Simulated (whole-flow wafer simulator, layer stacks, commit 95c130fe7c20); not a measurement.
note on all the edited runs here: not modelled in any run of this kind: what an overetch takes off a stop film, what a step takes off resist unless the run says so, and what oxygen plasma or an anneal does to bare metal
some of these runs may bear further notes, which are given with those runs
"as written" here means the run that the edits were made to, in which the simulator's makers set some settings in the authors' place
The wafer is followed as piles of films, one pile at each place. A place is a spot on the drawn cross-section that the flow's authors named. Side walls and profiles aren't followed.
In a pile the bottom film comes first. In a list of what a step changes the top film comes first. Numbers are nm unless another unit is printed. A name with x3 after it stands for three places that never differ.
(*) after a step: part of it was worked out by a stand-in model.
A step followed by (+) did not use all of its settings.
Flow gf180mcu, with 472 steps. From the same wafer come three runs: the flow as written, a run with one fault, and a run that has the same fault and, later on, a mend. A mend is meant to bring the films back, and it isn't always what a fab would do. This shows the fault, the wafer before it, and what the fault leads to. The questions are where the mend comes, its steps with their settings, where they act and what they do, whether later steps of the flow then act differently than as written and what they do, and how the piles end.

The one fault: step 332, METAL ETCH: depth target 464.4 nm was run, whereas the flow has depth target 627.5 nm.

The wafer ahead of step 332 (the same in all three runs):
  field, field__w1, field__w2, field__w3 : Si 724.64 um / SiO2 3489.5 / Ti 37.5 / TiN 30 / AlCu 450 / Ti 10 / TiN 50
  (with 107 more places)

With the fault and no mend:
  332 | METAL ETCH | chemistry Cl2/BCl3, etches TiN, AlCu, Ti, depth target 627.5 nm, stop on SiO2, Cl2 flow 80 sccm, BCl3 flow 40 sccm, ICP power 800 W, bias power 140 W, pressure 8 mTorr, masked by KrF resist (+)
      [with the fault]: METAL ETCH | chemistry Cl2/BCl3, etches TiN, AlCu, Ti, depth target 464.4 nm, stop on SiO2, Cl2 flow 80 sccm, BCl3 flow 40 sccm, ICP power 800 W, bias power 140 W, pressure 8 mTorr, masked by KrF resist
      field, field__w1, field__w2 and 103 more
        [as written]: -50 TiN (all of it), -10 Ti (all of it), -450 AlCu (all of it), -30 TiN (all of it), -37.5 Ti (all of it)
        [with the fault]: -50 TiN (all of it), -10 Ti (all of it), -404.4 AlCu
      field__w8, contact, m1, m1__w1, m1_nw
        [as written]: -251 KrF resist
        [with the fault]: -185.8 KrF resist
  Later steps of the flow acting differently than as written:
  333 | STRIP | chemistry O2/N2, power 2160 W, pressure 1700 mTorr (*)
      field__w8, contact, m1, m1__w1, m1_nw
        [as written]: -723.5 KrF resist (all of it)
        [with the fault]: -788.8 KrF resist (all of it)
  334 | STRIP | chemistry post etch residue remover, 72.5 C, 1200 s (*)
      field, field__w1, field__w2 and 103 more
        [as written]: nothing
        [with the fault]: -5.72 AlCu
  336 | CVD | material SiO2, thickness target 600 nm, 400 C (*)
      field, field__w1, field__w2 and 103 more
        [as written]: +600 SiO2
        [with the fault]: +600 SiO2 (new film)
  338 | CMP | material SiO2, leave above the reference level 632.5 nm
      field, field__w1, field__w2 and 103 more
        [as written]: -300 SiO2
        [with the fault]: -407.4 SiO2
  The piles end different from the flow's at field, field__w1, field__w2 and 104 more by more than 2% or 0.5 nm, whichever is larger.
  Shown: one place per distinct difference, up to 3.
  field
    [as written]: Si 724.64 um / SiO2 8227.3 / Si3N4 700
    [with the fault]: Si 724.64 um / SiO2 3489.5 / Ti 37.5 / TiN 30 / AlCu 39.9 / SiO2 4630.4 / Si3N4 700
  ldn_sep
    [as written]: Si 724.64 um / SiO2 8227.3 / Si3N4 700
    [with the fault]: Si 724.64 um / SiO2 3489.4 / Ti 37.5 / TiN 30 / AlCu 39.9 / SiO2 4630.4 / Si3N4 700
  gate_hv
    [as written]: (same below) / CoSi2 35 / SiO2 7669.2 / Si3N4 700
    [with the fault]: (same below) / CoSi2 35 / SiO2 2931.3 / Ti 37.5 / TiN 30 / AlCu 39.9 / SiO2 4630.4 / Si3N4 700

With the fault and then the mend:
  The mend stands after step 334.
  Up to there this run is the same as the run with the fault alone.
  334a | DEHYDRATE | 200 C, 60 s (a further turn of the flow's step 325)
      alters no film at any place that is followed
  334b | HMDS | 120 C, 60 s (a further turn of the flow's step 326)
      alters no film at any place that is followed
  334c | COAT | KrF resist, thickness 1000 nm (*) (a further turn of the flow's step 327)
      iso_ptap_pw, iso_ntap_nw, iso_nw_fld and 33 more
        +1000 KrF resist (new film)
      field__w1, field_sub, field_sub__w1 and 15 more
        +1002.7 KrF resist (new film)
      field__w11, field__w13, p_well and 7 more
        +1003.1 KrF resist (new film)
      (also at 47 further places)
  334d | SOFTBAKE | KrF resist (a further turn of the flow's step 328)
      alters no film at any place that is followed
  334e | EXPOSE | photomask Metal3 (a further turn of the flow's step 329)
      alters no film at any place that is followed
  334f | PEB | KrF resist, 135 C, 90 s (a further turn of the flow's step 330)
      field__w1, field__w2, field__w3 and 56 more
        -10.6 KrF resist
      iso_ptap_pw, iso_ntap_nw, iso_nw_fld and 33 more
        -10.5 KrF resist
      gate_hv, sd_p, nw_sep_fld, polyc_n, polyc_n_rim
        -10.7 KrF resist
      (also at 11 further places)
  334g | DEVELOP | thickness 1000 nm, 60 s (a further turn of the flow's step 331)
      iso_ptap_pw, iso_ntap_nw, iso_nw_fld and 33 more
        -989.5 KrF resist (all of it)
      field_sub__w3, field_sub__w4, ld_sd_p and 10 more
        -992.2 KrF resist (all of it)
      field__w1, field_sub, field_sub__w1 and 7 more
        -992.1 KrF resist (all of it)
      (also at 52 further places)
  334h | METAL ETCH | chemistry Cl2/BCl3, etches TiN, AlCu, Ti, depth target 163.1 nm, stop on SiO2, Cl2 flow 80 sccm, BCl3 flow 40 sccm, ICP power 800 W, bias power 140 W, pressure 8 mTorr, masked by KrF resist (+) (a further turn of the flow's step 332, with different settings)
      field, field__w1, field__w2 and 103 more
        -39.9 AlCu (all of it), -30 TiN (all of it), -37.5 Ti (all of it)
      field__w8, contact, m1, m1__w1, m1_nw
        -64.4 KrF resist
  334i | STRIP | chemistry O2/N2, power 2160 W, pressure 1700 mTorr (*) (a further turn of the flow's step 333)
      field__w8
        -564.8 KrF resist (all of it)
      contact
        -562.8 KrF resist (all of it)
      m1
        -565.7 KrF resist (all of it)
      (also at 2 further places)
  334j | STRIP | chemistry post etch residue remover, 72.5 C, 1200 s (*) (a further turn of the flow's step 334)
      field__w8, contact, m1, m1__w1, m1_nw
        -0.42 TiN
  Every later step of the flow that is run acts as written, at every place that is followed, to within 2% or 0.5 nm, whichever is larger.
  The piles end only slightly different from the flow's at the places that both follow, by no more than 2% or 0.5 nm, whichever is larger.
